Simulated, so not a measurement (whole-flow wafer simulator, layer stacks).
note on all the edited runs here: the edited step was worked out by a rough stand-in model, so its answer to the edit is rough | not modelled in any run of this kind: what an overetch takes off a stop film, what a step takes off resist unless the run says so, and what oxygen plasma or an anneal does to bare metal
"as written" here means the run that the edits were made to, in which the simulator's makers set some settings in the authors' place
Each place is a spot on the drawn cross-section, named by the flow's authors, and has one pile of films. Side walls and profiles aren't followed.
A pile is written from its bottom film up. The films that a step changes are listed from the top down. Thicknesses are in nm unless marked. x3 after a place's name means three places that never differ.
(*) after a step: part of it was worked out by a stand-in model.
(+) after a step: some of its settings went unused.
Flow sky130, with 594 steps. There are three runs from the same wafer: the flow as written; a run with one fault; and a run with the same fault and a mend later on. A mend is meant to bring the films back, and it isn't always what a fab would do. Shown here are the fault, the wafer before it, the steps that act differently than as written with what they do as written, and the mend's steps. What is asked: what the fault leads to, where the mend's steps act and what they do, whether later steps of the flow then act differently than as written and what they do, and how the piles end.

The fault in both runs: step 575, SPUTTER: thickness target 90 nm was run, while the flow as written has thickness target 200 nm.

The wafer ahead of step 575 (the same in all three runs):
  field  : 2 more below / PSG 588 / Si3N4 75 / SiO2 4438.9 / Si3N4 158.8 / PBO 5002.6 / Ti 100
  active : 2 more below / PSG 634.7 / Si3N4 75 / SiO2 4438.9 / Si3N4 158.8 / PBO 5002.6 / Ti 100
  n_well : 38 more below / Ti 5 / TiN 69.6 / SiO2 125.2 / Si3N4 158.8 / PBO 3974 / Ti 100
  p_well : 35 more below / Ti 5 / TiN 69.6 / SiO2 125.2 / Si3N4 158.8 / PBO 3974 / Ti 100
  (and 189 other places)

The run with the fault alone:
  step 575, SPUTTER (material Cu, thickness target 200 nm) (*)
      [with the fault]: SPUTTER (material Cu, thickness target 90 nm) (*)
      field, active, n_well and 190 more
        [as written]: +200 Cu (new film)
        [with the fault]: +90 Cu (new film)
  Steps further on in the flow that do not act as written (6 more steps, not shown, differ only slightly: by at most 2% or 0.5 nm, whichever is larger):
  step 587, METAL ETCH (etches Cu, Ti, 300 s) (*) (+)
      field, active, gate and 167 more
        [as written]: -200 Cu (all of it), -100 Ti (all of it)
        [with the fault]: -90 Cu (all of it), -100 Ti (all of it)
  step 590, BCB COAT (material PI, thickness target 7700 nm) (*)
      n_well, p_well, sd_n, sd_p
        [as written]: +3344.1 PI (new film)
        [with the fault]: +3454.1 PI (new film)
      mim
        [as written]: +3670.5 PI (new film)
        [with the fault]: +3775.5 PI (new film)
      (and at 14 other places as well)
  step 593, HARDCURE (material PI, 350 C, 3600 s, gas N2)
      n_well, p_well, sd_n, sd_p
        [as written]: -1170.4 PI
        [with the fault]: -1208.9 PI
  The piles end different from the flow's at n_well, p_well, sd_n and 20 more by more than 2% or 0.5 nm, whichever is larger.
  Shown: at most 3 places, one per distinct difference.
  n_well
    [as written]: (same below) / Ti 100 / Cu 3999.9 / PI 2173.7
    [with the fault]: (same below) / Ti 100 / Cu 3889.9 / PI 2245.2
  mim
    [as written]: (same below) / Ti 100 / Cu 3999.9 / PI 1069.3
    [with the fault]: (same below) / Ti 100 / Cu 3889.9 / PI 1172.2
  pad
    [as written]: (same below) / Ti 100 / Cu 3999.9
    [with the fault]: (same below) / Ti 100 / Cu 3889.9

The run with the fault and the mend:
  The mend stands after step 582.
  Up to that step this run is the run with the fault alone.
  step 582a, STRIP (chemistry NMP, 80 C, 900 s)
      wcut_nhv, wcut_phv, wcut_fox_pw and 23 more
        -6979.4 i-line resist (all of it)
      mim_edge_plate_strap, mim_edge_plate, mim_edge_gap, mim_edge_gap_sheet, vpp_l1ln, dnw_fox
        -6980.8 i-line resist (all of it)
      gate_len, gate_lvt_sd_len, gate_p_sd_len, gate_p_hvt_sd_len, gate_p_lvt_sd_len, gate_len_250
        -6982 i-line resist (all of it)
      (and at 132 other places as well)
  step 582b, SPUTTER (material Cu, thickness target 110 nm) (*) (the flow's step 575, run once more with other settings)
      field, active, n_well and 190 more
        +110 Cu
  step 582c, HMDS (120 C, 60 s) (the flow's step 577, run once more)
      alters no film at any place that is followed
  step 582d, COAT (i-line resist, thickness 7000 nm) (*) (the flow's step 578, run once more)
      dice_street, wcut_nhv, wcut_phv and 18 more
        +7000 i-line resist (new film)
      poly_ln, iso_pw_fox, gate_lvt_sd, active_lvt, spacer_lvt, sonos_sd, sonos_cell_x, sonos_guard_x
        +7003.2 i-line resist (new film)
      vpp_iso2, mim_edge_plate_strap, mim_edge_plate, mim_edge_gap, mim_edge_gap_sheet, gate_hv_nvt, de16_nw_sti
        +7001.4 i-line resist (new film)
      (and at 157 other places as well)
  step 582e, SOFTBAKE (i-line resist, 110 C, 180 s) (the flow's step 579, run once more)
      de16_gate_pw, de16_pw_fp, de16_pw_sti, de16_psrc_nw
        -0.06 i-line resist
      field, active_lvt
        +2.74 i-line resist
      mim, vcap_hvt
        -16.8 i-line resist
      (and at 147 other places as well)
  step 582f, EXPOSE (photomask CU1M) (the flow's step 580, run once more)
      alters no film at any place that is followed
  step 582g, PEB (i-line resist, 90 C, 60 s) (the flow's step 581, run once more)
      field, active, n_well and 134 more
        -0.07 i-line resist
      pad
        -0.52 i-line resist
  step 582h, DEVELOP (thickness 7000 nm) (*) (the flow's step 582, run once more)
      field, active, gate and 167 more
        -20.6 i-line resist
      n_well, p_well, sd_n, sd_p
        -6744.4 i-line resist (all of it)
      dep_nw_sti, dep_ntap_nw, de16_nw_sti
        -7000.7 i-line resist (all of it)
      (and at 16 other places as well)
  None of the later steps of the flow acts differently than as written at any place that is followed.
  By the end, the piles equal the flow's at every place that both follow.
